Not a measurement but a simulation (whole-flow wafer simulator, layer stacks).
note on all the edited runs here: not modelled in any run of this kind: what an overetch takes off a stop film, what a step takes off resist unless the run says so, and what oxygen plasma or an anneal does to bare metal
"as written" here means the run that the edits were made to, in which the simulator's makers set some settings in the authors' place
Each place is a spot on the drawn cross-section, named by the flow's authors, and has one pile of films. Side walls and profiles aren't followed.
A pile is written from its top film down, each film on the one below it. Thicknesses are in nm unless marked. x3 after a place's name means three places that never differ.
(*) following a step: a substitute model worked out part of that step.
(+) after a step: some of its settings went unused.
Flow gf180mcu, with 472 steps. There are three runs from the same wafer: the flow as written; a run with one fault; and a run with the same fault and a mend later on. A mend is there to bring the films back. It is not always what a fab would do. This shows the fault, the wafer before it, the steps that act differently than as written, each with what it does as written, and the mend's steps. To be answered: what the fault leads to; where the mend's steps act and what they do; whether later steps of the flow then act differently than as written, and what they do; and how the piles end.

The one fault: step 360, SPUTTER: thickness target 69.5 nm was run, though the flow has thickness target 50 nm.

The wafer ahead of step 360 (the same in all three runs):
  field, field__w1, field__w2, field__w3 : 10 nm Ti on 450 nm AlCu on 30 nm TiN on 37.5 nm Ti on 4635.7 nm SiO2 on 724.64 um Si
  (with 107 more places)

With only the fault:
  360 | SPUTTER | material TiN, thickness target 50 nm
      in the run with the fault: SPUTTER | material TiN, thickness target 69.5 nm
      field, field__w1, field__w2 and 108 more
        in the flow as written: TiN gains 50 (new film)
        in the run with the fault: TiN gains 69.5 (new film)
  Steps further on in the flow that do not act as written (not shown: 3 more steps that differ only slightly, by at most 2% or 0.5 nm, whichever is larger):
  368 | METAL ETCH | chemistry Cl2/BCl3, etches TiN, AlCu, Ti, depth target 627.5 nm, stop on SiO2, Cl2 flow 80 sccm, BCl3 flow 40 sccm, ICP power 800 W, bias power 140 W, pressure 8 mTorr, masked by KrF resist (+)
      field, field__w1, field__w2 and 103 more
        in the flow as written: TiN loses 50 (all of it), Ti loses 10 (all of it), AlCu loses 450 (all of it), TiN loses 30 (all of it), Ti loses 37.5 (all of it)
        in the run with the fault: TiN loses 69.5 (all of it), Ti loses 10 (all of it), AlCu loses 450 (all of it), TiN loses 30 (all of it), Ti loses 37.5 (all of it)
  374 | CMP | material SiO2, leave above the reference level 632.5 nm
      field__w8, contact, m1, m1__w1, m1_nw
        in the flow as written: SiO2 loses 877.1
        in the run with the fault: SiO2 loses 896.6
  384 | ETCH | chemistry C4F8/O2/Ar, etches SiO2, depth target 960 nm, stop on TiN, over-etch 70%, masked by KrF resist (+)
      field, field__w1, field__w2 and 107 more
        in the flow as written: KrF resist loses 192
        in the run with the fault: KrF resist loses 188
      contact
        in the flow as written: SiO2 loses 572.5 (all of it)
        in the run with the fault: SiO2 loses 553 (all of it)
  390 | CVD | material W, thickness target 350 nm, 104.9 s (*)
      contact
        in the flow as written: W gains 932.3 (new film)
        in the run with the fault: W gains 912.6 (new film)
  By the end, the piles at field__w8, contact, m1, m1__w1, m1_nw depart from the flow's by more than 2% or 0.5 nm, whichever is larger.
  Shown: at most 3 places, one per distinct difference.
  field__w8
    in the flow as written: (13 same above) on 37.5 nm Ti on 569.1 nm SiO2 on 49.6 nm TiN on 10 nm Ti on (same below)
    in the run with the fault: (13 same above) on 37.5 nm Ti on 549.6 nm SiO2 on 69.1 nm TiN on 10 nm Ti on (same below)
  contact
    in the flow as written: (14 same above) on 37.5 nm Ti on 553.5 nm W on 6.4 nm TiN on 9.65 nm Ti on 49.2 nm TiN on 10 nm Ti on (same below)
    in the run with the fault: (14 same above) on 37.5 nm Ti on 533.8 nm W on 6.48 nm TiN on 9.76 nm Ti on 68.7 nm TiN on 10 nm Ti on (same below)

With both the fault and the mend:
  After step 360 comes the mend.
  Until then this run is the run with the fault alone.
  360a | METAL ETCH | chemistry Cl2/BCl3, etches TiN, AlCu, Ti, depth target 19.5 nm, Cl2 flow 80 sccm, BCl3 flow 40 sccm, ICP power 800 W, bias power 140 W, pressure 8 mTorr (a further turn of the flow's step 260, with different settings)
      field, field__w1, field__w2 and 108 more
        TiN loses 19.5
  Later steps of the flow that are run all act as written at every place that is followed.
  The piles end the same as the flow's at every place that both follow.
